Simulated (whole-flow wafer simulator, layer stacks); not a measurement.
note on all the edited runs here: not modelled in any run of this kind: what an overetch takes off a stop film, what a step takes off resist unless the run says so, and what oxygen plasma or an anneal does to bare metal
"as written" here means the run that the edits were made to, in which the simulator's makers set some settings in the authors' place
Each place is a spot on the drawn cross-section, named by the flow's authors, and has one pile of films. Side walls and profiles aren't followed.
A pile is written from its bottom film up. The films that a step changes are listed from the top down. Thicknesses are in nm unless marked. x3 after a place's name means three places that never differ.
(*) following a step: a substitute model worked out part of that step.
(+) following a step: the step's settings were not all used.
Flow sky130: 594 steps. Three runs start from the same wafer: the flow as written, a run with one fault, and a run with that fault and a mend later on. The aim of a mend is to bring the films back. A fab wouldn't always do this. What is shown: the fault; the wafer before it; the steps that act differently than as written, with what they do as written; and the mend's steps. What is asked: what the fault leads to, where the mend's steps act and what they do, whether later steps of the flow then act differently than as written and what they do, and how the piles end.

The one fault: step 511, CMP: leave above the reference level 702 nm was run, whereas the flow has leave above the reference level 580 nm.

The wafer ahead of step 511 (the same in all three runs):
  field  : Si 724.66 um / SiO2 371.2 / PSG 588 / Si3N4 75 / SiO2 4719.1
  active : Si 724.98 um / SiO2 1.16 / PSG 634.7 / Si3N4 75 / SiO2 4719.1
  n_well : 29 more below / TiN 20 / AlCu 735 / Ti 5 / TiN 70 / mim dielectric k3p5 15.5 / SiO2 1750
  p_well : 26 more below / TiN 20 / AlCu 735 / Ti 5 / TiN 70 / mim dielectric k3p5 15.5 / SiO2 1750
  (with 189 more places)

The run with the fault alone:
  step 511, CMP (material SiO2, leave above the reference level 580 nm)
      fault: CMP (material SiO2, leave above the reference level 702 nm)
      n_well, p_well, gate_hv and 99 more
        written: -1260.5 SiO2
        fault: -1138.5 SiO2
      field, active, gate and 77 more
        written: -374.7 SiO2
        fault: -252.7 SiO2
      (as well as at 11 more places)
  Later steps of the flow acting differently than as written:
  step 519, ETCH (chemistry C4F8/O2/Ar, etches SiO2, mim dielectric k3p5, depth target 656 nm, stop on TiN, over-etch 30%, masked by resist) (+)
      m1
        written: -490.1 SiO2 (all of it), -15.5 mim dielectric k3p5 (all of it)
        fault: -612.1 SiO2 (all of it), -15.5 mim dielectric k3p5 (all of it)
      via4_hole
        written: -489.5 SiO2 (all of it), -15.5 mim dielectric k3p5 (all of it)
        fault: -611.5 SiO2 (all of it), -15.5 mim dielectric k3p5 (all of it)
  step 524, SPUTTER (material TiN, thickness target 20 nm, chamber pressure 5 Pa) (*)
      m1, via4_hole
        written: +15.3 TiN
        fault: +14.5 TiN
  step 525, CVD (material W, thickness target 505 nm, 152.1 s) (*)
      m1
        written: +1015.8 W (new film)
        fault: +1138.5 W (new film)
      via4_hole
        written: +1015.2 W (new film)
        fault: +1137.9 W (new film)
  At field, active, n_well and 190 more, the piles at the end differ from the flow's by more than 2% or 0.5 nm, whichever is larger.
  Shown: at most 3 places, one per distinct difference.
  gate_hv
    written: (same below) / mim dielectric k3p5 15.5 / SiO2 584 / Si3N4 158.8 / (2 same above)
    fault: (same below) / mim dielectric k3p5 15.5 / SiO2 706 / Si3N4 158.8 / (2 same above)
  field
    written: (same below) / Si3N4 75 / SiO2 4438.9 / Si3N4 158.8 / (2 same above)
    fault: (same below) / Si3N4 75 / SiO2 4560.9 / Si3N4 158.8 / (2 same above)
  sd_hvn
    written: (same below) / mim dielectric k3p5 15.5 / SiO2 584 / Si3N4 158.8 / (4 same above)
    fault: (same below) / mim dielectric k3p5 15.5 / SiO2 706 / Si3N4 158.8 / (4 same above)

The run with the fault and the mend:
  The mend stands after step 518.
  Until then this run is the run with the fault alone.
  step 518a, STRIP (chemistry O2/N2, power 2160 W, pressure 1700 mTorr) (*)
      field, active, n_well and 188 more
        -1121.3 resist (all of it)
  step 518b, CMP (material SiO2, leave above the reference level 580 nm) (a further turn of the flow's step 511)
      field, active, n_well and 190 more
        -122 SiO2
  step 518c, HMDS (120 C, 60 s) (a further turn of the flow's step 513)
      leaves every film unchanged at each place that is followed
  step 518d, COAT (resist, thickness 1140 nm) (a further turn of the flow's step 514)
      field, active, n_well and 190 more
        +1140 resist (new film)
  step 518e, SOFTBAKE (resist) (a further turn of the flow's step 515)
      leaves every film unchanged at each place that is followed
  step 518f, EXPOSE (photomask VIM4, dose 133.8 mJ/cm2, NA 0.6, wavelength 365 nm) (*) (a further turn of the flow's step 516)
      leaves every film unchanged at each place that is followed
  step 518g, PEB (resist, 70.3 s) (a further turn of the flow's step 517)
      field, active, n_well and 190 more
        -18.7 resist
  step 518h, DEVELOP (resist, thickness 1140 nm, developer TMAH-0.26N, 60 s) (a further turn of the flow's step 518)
      m1, via4_hole
        -1121.3 resist (all of it)
  Every later step of the flow that is run acts as written at every place that is followed.
  The piles end the same as the flow's at every place that both follow.
